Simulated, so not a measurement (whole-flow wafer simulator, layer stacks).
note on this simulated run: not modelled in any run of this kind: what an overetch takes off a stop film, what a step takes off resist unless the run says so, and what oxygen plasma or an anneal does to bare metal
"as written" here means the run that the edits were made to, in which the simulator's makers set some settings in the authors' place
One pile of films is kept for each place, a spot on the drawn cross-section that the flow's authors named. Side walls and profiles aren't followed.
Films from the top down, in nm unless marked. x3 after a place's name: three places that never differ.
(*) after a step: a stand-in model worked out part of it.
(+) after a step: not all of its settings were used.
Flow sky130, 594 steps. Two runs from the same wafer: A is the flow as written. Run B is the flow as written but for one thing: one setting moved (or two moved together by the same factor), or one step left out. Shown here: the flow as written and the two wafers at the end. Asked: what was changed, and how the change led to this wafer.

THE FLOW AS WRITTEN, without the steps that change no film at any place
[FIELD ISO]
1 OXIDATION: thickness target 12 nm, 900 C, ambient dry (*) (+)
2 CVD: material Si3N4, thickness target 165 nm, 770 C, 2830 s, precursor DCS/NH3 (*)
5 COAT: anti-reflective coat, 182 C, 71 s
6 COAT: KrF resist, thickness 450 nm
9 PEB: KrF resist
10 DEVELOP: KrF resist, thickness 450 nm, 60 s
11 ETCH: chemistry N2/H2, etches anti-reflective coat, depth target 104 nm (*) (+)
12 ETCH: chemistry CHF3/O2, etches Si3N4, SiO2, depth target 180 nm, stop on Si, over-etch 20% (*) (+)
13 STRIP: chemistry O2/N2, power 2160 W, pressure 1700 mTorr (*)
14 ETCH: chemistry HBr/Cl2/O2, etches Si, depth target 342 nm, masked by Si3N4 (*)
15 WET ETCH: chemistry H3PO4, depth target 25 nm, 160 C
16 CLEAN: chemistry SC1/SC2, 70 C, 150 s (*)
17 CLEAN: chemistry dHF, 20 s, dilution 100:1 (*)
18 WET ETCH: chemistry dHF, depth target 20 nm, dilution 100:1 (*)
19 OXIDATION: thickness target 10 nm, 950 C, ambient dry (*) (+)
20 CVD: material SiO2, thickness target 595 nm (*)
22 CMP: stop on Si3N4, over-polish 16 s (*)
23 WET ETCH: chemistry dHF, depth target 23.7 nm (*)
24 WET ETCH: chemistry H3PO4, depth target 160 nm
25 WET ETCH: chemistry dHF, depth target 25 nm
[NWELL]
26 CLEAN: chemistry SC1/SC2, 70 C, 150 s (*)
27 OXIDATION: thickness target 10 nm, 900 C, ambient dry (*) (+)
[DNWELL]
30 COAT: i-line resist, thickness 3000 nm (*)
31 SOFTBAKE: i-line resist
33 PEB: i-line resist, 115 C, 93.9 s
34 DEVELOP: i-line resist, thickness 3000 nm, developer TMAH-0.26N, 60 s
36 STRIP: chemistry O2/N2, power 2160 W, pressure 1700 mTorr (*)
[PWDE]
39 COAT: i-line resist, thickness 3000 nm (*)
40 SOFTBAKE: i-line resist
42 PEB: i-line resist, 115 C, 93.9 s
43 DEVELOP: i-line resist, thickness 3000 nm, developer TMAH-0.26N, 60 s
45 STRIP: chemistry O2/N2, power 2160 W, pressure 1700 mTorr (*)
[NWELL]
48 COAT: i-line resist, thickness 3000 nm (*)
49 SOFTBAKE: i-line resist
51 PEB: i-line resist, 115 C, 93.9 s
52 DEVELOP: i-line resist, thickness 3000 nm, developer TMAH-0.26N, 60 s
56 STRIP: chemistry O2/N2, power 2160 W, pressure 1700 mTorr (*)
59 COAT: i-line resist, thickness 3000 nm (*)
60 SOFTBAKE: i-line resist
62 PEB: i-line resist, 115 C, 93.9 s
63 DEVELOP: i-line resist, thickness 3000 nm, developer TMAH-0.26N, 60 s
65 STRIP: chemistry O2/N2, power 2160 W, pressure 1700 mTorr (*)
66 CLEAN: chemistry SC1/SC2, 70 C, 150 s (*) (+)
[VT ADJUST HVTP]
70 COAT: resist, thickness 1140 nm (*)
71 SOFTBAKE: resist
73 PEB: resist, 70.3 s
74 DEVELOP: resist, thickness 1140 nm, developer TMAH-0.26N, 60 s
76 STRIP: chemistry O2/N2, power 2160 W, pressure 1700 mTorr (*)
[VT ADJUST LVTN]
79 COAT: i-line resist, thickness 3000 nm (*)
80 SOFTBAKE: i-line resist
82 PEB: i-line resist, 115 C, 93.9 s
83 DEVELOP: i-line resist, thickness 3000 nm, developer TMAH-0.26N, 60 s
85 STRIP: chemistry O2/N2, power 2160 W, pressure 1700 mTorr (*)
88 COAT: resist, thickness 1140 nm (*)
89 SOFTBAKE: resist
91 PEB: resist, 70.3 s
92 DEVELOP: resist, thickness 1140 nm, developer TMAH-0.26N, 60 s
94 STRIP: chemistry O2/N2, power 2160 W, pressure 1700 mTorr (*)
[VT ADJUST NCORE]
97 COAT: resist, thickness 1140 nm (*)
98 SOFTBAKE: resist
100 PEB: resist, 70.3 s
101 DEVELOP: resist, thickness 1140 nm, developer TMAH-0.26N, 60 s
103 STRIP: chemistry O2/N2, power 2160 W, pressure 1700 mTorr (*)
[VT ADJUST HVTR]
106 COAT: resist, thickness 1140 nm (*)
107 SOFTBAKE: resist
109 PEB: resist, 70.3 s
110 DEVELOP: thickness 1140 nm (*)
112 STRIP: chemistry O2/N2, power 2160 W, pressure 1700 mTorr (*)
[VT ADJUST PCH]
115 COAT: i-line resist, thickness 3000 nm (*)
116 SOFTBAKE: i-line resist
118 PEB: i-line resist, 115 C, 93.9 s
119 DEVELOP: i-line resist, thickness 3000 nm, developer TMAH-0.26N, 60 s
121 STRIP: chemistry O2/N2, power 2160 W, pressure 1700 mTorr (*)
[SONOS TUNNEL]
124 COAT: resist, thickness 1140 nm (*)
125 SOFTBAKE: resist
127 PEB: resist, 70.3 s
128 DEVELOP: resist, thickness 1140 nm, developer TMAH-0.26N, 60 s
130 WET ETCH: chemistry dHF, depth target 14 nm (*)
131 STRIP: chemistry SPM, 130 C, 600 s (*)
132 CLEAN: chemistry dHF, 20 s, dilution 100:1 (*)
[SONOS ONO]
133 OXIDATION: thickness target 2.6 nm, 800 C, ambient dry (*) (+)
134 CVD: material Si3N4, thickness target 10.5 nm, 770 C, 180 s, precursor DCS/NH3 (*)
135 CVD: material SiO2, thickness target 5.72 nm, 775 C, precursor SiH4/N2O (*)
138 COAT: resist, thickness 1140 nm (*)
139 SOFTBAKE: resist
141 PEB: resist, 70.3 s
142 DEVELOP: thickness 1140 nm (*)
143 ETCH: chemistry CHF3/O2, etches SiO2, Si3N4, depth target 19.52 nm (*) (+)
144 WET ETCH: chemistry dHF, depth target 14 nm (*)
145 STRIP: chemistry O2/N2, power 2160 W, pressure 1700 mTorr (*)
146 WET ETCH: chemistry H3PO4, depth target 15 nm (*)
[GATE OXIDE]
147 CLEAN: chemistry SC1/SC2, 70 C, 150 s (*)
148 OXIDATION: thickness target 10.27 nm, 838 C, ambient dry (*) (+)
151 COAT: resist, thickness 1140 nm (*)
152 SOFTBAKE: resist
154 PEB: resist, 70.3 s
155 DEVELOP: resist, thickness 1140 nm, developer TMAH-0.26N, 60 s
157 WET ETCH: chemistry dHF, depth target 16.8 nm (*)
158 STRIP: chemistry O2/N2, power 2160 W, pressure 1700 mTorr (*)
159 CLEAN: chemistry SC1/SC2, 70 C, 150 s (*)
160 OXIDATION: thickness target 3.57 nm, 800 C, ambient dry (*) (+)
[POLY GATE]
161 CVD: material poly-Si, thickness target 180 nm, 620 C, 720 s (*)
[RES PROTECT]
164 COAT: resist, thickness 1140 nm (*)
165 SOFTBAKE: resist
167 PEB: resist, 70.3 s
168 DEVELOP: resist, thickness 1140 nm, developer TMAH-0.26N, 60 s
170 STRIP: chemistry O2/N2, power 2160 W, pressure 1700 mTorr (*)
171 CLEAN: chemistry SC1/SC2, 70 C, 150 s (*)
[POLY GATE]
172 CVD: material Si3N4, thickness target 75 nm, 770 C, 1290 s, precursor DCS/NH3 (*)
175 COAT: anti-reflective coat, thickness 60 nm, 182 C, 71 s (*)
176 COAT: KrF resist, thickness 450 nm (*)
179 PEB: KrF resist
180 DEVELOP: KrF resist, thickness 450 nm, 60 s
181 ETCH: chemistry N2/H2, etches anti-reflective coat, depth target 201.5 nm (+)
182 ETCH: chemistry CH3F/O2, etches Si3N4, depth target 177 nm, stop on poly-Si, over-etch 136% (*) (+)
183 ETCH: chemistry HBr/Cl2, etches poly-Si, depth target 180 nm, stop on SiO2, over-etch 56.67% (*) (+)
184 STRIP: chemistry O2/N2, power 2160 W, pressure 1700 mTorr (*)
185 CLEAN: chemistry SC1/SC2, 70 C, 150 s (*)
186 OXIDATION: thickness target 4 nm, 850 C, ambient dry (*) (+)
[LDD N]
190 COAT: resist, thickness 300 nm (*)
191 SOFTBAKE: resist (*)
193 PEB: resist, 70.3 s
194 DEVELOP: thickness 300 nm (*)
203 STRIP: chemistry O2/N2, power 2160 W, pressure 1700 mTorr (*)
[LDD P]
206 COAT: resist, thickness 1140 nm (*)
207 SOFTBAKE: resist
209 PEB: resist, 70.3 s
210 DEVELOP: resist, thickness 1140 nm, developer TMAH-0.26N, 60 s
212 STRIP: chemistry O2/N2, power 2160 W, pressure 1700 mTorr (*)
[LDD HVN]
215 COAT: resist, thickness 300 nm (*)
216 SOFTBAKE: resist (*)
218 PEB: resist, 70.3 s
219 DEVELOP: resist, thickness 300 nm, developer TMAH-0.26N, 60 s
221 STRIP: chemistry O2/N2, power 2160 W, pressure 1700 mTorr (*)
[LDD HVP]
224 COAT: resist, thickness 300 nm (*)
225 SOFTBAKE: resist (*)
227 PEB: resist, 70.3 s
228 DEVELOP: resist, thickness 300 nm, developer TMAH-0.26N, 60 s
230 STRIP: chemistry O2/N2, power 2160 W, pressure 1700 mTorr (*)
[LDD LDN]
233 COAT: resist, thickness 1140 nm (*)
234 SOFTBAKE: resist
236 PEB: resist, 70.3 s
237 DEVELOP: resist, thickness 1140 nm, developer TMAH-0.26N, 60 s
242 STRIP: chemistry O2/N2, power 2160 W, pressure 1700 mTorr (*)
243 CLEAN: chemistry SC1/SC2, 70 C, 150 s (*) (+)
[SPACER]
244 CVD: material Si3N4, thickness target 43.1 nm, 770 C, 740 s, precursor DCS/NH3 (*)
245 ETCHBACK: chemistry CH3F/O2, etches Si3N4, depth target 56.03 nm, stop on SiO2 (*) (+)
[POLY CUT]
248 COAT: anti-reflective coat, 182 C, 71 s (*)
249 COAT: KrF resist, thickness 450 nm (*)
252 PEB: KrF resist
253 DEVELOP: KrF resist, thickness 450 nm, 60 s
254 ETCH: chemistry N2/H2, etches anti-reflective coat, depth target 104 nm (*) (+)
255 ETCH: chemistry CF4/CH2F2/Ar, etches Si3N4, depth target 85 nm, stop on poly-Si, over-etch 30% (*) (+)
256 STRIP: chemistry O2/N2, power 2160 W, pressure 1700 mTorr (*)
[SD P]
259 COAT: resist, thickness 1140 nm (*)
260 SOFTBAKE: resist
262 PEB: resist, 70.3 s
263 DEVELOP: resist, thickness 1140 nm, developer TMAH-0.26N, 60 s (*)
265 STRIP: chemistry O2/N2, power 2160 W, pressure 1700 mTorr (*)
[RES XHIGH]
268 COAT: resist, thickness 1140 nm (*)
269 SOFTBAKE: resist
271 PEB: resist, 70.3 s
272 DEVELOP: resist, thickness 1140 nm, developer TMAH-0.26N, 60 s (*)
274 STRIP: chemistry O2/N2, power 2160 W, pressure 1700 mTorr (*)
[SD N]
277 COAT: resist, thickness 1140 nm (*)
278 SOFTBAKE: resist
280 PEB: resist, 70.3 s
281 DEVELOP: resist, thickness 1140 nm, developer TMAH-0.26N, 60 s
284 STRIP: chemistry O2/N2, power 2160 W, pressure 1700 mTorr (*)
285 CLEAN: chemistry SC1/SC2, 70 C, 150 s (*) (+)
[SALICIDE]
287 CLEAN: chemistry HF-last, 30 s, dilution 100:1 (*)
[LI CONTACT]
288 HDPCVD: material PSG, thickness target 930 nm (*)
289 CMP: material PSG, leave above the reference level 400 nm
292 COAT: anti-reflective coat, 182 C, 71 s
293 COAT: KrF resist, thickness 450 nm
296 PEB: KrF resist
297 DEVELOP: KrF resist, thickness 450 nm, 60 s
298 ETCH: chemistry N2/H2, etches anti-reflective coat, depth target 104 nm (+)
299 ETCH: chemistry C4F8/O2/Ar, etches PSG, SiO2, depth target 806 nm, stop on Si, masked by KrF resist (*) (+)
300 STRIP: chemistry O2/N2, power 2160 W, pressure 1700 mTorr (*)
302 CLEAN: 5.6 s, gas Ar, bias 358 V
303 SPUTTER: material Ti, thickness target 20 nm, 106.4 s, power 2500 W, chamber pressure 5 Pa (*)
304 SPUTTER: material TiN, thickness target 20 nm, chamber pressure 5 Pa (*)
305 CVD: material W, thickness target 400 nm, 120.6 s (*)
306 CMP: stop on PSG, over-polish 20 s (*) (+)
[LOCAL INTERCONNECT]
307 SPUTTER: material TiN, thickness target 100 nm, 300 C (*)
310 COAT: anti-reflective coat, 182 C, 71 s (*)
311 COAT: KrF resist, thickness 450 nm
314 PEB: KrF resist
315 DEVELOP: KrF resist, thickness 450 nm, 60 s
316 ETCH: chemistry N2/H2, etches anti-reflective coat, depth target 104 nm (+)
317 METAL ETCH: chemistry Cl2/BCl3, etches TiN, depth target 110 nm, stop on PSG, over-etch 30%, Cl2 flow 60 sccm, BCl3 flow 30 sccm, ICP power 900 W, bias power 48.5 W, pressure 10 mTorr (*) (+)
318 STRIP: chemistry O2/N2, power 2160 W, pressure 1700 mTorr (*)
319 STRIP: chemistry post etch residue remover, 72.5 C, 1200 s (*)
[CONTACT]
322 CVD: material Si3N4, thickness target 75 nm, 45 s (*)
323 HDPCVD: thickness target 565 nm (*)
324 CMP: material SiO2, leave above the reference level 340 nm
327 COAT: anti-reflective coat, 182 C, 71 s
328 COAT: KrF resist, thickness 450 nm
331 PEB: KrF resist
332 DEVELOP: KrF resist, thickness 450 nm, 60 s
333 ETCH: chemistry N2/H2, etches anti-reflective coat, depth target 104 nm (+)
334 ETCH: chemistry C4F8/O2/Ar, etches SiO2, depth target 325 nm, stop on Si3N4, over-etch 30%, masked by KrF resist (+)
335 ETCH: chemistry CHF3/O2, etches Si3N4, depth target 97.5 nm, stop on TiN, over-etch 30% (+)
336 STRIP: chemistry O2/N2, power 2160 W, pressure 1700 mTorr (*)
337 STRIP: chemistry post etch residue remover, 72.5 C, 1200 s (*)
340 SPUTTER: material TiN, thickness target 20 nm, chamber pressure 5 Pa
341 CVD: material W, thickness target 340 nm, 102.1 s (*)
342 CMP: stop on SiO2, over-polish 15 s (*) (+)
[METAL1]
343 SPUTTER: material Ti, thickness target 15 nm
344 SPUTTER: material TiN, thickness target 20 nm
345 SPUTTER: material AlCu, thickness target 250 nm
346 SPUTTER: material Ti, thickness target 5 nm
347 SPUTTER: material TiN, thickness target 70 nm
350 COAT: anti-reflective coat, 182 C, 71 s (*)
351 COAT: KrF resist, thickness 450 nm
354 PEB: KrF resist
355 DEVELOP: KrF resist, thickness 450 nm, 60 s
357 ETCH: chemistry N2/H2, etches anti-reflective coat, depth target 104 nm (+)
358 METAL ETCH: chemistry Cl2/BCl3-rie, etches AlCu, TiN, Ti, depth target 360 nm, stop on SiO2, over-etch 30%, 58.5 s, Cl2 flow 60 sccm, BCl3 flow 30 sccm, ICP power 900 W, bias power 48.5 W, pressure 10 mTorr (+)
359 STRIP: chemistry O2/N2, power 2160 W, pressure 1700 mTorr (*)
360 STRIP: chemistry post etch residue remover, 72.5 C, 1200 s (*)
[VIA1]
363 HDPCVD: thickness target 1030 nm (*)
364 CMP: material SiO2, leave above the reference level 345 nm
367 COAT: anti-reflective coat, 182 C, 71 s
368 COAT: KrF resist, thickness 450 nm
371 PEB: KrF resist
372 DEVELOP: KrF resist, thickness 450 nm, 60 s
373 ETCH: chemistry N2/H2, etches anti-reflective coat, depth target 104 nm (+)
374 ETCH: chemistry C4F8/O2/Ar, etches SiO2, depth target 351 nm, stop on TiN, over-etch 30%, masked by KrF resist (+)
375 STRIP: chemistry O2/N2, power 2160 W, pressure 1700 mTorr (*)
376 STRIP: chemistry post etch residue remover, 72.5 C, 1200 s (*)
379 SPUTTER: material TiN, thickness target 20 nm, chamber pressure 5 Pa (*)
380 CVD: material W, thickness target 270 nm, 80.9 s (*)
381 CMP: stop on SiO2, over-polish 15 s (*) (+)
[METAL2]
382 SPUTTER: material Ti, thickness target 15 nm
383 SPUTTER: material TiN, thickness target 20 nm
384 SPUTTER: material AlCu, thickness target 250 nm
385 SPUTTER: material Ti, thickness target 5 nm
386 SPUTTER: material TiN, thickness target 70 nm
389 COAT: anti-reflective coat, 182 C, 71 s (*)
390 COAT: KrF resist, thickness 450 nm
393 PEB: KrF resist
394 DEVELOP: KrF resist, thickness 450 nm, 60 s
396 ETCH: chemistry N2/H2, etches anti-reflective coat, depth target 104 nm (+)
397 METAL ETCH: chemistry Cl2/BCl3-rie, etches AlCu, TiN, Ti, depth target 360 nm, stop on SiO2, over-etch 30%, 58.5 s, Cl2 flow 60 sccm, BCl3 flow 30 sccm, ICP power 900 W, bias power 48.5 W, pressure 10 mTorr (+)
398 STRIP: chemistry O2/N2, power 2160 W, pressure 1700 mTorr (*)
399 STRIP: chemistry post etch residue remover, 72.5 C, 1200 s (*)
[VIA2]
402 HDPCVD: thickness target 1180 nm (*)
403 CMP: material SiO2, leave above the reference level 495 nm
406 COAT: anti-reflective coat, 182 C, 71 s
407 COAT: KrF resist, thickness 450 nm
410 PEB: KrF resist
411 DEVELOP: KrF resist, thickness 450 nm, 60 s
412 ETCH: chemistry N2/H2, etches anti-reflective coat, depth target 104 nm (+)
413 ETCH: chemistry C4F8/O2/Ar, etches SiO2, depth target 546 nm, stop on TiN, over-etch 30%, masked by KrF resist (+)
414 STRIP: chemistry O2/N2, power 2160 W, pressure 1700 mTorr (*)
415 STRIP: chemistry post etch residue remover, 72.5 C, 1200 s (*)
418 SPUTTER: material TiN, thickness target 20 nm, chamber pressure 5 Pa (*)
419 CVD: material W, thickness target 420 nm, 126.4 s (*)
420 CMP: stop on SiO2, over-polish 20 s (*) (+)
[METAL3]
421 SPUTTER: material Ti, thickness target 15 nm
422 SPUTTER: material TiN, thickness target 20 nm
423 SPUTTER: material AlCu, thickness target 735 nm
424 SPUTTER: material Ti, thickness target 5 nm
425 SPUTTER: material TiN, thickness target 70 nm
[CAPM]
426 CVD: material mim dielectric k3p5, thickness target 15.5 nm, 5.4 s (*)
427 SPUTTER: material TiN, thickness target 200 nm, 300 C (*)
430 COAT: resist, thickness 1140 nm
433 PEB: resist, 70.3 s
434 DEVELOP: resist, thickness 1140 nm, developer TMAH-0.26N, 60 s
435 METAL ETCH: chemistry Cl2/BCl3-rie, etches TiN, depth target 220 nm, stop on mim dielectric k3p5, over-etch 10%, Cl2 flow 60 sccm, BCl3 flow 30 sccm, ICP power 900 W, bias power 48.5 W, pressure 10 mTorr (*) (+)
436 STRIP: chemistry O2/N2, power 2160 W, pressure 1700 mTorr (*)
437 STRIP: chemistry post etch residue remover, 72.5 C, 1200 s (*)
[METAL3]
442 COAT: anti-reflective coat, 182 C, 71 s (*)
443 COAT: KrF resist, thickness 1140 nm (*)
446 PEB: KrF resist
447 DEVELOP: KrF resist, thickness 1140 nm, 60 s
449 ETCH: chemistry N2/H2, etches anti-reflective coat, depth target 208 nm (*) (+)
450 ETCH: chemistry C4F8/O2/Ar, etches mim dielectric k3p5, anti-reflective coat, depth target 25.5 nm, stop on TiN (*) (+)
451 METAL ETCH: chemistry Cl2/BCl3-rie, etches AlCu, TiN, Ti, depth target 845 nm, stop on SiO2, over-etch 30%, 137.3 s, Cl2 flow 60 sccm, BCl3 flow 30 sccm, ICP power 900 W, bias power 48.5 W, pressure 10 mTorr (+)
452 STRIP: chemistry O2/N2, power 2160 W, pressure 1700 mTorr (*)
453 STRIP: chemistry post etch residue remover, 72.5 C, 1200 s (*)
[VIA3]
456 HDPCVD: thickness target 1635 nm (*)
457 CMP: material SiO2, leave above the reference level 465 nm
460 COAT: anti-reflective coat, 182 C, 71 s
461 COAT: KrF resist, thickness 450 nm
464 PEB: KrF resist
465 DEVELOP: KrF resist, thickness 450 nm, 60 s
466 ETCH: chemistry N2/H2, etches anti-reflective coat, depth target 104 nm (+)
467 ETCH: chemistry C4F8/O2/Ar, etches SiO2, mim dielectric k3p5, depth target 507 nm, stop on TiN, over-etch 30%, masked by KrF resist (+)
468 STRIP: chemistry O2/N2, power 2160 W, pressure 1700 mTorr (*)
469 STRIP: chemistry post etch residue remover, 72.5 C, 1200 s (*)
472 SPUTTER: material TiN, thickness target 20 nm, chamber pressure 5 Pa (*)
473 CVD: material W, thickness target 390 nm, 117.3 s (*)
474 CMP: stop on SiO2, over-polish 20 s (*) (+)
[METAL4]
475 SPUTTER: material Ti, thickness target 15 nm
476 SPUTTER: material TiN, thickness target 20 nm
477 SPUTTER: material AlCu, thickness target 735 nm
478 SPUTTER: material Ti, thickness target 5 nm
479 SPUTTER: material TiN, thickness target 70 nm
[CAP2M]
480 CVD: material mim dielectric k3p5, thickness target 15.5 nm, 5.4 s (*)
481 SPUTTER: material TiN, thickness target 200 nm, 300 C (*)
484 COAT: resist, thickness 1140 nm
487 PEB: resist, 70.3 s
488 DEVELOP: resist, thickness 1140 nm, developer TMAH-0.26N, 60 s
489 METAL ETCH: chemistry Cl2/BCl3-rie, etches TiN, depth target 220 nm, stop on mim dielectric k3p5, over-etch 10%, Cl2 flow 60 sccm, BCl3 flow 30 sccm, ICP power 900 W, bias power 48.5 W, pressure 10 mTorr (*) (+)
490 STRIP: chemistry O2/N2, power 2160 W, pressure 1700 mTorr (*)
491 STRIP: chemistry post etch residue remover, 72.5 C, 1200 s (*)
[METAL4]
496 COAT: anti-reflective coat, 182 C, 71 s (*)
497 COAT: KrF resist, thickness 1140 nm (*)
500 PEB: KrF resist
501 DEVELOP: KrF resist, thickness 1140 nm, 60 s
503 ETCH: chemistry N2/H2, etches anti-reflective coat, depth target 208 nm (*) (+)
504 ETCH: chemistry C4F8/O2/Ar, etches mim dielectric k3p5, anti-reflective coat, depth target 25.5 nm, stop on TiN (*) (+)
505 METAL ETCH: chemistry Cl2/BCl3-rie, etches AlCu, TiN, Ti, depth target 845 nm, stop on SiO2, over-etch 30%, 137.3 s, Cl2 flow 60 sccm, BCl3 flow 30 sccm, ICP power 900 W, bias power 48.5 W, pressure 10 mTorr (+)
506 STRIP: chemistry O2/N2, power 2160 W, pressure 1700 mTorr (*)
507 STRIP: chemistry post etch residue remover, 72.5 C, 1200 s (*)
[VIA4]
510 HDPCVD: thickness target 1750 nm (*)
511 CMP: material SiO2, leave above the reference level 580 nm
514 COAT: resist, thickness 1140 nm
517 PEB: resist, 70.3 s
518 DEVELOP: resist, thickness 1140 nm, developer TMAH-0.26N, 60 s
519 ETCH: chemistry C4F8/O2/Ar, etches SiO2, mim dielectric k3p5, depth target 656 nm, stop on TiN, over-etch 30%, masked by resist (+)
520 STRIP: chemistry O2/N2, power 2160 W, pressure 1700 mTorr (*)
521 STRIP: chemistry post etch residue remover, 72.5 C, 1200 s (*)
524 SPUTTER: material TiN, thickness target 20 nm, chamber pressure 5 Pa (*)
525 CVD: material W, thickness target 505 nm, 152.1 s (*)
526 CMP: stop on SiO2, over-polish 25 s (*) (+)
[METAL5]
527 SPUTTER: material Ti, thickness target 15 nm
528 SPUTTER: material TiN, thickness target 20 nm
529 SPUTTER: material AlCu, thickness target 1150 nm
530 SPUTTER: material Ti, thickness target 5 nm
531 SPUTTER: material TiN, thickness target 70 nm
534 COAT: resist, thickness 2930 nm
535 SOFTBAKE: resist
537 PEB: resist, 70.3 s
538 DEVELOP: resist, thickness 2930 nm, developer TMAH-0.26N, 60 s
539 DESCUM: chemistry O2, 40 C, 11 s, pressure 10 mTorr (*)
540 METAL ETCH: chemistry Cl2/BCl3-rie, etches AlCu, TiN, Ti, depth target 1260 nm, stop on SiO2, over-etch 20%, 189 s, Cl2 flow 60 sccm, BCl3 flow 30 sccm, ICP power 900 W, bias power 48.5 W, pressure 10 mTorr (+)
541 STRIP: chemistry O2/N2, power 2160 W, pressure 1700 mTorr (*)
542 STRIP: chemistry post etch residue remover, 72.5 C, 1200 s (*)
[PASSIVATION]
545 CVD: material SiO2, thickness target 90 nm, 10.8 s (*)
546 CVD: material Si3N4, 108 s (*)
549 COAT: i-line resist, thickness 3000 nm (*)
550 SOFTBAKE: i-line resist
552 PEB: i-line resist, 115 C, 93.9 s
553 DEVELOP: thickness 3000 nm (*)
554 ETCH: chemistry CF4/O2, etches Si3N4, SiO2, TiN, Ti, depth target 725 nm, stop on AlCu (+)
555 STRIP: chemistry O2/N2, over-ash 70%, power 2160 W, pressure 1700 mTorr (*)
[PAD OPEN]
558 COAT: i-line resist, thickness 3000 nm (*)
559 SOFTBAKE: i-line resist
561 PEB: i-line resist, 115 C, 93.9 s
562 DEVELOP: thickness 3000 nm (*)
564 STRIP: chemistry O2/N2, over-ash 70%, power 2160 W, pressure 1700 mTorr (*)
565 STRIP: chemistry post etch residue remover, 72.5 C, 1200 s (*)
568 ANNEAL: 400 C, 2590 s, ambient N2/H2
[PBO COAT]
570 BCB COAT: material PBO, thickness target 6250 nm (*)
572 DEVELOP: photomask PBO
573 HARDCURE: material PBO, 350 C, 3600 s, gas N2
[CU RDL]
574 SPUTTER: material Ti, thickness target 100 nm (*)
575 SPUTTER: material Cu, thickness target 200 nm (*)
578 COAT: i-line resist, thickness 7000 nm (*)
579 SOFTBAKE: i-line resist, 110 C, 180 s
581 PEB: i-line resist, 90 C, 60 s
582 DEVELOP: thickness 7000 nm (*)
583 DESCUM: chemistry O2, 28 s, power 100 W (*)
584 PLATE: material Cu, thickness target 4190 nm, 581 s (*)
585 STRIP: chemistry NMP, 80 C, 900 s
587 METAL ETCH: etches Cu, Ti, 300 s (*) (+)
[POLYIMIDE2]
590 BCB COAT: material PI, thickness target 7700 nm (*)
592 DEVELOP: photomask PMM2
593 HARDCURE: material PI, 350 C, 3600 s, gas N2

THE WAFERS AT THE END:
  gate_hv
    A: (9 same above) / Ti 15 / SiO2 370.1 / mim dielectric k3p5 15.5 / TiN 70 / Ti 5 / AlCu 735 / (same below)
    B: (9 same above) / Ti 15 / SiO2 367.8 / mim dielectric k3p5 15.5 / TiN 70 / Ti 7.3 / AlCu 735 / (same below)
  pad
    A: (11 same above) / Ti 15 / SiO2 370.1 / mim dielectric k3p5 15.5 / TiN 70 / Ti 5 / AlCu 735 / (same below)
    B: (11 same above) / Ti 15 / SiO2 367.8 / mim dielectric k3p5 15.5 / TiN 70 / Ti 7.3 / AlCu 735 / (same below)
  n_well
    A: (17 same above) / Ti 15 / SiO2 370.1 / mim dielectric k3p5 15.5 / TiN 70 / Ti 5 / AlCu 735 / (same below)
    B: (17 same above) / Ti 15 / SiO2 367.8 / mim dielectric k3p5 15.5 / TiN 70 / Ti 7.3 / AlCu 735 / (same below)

The cause: step 424, SPUTTER: thickness target 7.3 nm was run, where the flow has thickness target 5 nm.
It can be read off the wafer: gate_hv has Ti 7.3, and step 424 as written asks for 5 nm.

How the change led to this, step by step:
  424 SPUTTER: material Ti, thickness target 5 nm
      field, active, n_well and 188 more: A Ti +5 (new film) | B Ti +7.3 (new film)
  451 METAL ETCH: chemistry Cl2/BCl3-rie, etches AlCu, TiN, Ti, depth target 845 nm, stop on SiO2, over-etch 30%, 137.3 s, Cl2 flow 60 sccm, BCl3 flow 30 sccm, ICP power 900 W, bias power 48.5 W, pressure 10 mTorr (+)
      field, gate, spacer and 68 more: A TiN -70 (all of it), Ti -5 (all of it), AlCu -735 (all of it), TiN -20 (all of it), Ti -15 (all of it), SiO2 -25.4 | B TiN -70 (all of it), Ti -7.3 (all of it), AlCu -735 (all of it), TiN -20 (all of it), Ti -15 (all of it), SiO2 -25.1
      active, vpp_ln, vpp_iso2 and 11 more: A TiN -70 (all of it), Ti -5 (all of it), AlCu -735 (all of it), TiN -20 (all of it), Ti -15 (all of it), SiO2 -25.3 | B TiN -70 (all of it), Ti -7.3 (all of it), AlCu -735 (all of it), TiN -20 (all of it), Ti -15 (all of it), SiO2 -25.1
